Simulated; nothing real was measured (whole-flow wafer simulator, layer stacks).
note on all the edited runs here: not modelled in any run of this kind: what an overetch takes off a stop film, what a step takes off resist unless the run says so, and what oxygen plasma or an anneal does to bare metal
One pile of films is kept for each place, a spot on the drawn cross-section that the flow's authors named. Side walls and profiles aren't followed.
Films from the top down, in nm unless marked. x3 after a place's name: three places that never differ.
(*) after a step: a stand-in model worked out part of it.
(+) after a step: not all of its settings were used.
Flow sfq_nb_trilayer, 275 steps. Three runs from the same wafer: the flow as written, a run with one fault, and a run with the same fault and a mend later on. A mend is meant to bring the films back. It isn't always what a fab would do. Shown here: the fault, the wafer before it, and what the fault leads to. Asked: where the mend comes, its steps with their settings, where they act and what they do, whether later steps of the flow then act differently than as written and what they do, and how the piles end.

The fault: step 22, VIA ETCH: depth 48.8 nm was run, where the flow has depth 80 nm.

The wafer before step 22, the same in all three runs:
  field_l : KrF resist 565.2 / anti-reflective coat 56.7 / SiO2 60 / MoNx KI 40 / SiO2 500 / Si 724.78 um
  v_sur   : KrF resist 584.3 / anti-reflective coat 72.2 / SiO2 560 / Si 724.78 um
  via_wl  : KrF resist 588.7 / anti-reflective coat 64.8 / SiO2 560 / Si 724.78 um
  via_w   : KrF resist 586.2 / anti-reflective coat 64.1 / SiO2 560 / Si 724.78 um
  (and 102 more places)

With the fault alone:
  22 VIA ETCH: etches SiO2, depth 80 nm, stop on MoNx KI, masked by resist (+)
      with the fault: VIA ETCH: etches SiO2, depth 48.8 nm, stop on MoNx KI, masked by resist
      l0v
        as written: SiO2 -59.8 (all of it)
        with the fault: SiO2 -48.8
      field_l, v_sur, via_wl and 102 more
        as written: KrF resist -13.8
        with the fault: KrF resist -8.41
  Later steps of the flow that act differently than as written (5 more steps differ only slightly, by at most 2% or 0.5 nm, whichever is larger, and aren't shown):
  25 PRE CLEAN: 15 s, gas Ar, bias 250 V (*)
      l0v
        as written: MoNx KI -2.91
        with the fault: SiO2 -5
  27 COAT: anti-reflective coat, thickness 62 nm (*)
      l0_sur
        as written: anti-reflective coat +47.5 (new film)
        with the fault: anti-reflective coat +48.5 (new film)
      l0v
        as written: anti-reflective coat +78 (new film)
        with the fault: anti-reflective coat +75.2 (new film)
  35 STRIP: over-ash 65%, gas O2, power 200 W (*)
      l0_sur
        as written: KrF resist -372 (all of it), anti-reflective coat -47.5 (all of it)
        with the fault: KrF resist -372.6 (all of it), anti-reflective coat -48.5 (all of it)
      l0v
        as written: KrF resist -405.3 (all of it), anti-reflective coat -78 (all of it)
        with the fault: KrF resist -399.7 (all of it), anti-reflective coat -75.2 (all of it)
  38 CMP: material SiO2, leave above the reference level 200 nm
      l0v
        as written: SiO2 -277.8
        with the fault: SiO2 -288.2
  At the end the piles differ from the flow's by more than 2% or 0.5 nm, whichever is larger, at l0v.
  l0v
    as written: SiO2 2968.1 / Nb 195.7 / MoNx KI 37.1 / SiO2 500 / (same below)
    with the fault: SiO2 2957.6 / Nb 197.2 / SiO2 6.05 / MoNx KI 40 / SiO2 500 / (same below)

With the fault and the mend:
  The mend comes after step 23.
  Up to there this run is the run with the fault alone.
  23a COAT: anti-reflective coat, thickness 62 nm (*) (the flow's step 15 once more)
      p4_fl x3, p4_w1 x9, p4_g1 x2 and 59 more
        anti-reflective coat +62 (new film)
      jj_sur, ce_l, c5j and 6 more
        anti-reflective coat +63.6 (new film)
      be, be_sur, gap, moat, field_r, lsp_l
        anti-reflective coat +63.7 (new film)
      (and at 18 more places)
  23b COAT: KrF resist, thickness 650 nm (*) (the flow's step 16 once more)
      p4_fl x3, p4_w1 x9, p4_g1 x2 and 59 more
        KrF resist +650 (new film)
      jj_sur, ce_l, c5j, res, r_end
        KrF resist +656.8 (new film)
      ce_r, sp_r, be_r, r_sur
        KrF resist +656.7 (new film)
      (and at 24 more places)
  23c SOFTBAKE: KrF resist (the flow's step 17 once more)
      changes no film at any place that is followed
  23d EXPOSE: photomask L0V, dose 12.41 mJ/cm2, NA 0.6, wavelength 248 nm (*) (the flow's step 18 once more)
      changes no film at any place that is followed
  23e PEB: KrF resist, 90 s (the flow's step 19 once more)
      p4_fl x3, p4_w1 x9, p4_g1 x2 and 59 more
        KrF resist -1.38
      via_v, wire, be and 17 more
        KrF resist -1.39
      v_sur, via_w, via_wr, via_sp, ln_m6
        KrF resist -1.4
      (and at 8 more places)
  23f DEVELOP: KrF resist, thickness 650 nm, 60 s (the flow's step 20 once more)
      field_l, v_sur, via_wl and 102 more
        KrF resist -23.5
      l0v
        KrF resist -665.2 (all of it)
  23g VIA ETCH: etches anti-reflective coat, depth 125 nm, masked by resist (*) (+) (the flow's step 21 once more)
      field_l, v_sur, via_wl and 102 more
        KrF resist -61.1
      l0v
        anti-reflective coat -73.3 (all of it), SiO2 -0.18
  23h VIA ETCH: etches SiO2, depth 31.2 nm, stop on MoNx KI, masked by resist (+) (the flow's step 22 once more, with other settings)
      field_l, v_sur, via_wl and 102 more
        KrF resist -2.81
      l0v
        SiO2 -10.9 (all of it)
  23i STRIP: over-ash 65%, gas O2, power 200 W (*) (the flow's step 23 once more)
      p4_fl x3, p4_w1 x9, p4_g1 x2 and 59 more
        KrF resist -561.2 (all of it), anti-reflective coat -62 (all of it)
      jj_sur, ce_l, c5j, ce_r, sp_r, be_r, r_sur, res
        KrF resist -568 (all of it), anti-reflective coat -63.6 (all of it)
      l0r_line_l, l0r_line_c, l0r_line_r
        KrF resist -557.3 (all of it), anti-reflective coat -59 (all of it)
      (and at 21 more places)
  No later step of the flow acts differently than as written at any place that is followed.
  At the end the piles are the same as the flow's at every place that both follow.
